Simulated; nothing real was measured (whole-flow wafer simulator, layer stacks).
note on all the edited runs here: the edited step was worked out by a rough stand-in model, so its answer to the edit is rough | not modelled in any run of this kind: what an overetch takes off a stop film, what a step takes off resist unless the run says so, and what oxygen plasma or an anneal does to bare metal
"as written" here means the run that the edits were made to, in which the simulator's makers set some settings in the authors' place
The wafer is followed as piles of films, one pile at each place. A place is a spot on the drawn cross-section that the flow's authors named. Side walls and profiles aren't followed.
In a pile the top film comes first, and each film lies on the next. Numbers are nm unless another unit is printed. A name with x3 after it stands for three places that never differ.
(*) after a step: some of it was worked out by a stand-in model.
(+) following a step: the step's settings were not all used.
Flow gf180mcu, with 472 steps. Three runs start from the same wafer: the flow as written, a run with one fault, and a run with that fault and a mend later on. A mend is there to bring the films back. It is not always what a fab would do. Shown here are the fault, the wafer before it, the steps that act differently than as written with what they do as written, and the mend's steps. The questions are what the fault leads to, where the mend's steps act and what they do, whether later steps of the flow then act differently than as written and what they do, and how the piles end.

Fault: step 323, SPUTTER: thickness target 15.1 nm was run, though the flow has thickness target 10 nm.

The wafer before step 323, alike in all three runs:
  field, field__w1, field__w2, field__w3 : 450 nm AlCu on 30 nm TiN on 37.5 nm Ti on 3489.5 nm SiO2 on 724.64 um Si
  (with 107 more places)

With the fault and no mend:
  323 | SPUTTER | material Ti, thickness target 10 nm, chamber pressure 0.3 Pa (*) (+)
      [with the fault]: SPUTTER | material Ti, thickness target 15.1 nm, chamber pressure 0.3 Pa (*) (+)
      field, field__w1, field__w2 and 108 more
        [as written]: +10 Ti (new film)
        [with the fault]: +15.1 Ti (new film)
  Steps further on in the flow that do not act as written (5 more steps, not shown, differ only slightly: by at most 2% or 0.5 nm, whichever is larger):
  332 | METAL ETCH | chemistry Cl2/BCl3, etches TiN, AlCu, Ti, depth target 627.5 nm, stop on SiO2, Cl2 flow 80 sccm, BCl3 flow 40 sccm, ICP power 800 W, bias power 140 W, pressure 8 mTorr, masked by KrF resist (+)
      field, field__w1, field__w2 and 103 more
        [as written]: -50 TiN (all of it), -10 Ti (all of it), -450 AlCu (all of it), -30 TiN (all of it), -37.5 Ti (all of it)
        [with the fault]: -50 TiN (all of it), -15.1 Ti (all of it), -450 AlCu (all of it), -30 TiN (all of it), -37.5 Ti (all of it)
  The piles end different from the flow's at field__w8, contact, m1, m1__w1, m1_nw by more than 2% or 0.5 nm, whichever is larger.
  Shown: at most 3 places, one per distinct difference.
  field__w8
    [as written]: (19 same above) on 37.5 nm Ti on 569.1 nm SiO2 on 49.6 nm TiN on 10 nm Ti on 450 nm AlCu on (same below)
    [with the fault]: (19 same above) on 37.5 nm Ti on 564 nm SiO2 on 49.6 nm TiN on 15.1 nm Ti on 450 nm AlCu on (same below)
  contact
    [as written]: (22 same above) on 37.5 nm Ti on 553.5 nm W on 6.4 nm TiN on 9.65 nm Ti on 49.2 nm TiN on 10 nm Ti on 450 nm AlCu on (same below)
    [with the fault]: (22 same above) on 37.5 nm Ti on 548.4 nm W on 6.42 nm TiN on 9.68 nm Ti on 49.2 nm TiN on 15.1 nm Ti on 450 nm AlCu on (same below)

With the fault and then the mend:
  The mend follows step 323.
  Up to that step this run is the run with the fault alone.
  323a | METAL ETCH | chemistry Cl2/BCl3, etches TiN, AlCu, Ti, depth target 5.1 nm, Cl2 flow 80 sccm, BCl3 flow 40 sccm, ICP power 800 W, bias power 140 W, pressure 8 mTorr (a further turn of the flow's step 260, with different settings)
      field, field__w1, field__w2 and 108 more
        -5.1 Ti
  Later steps of the flow that are run all act as written at every place that is followed.
  The piles end the same as the flow's at every place that both follow.
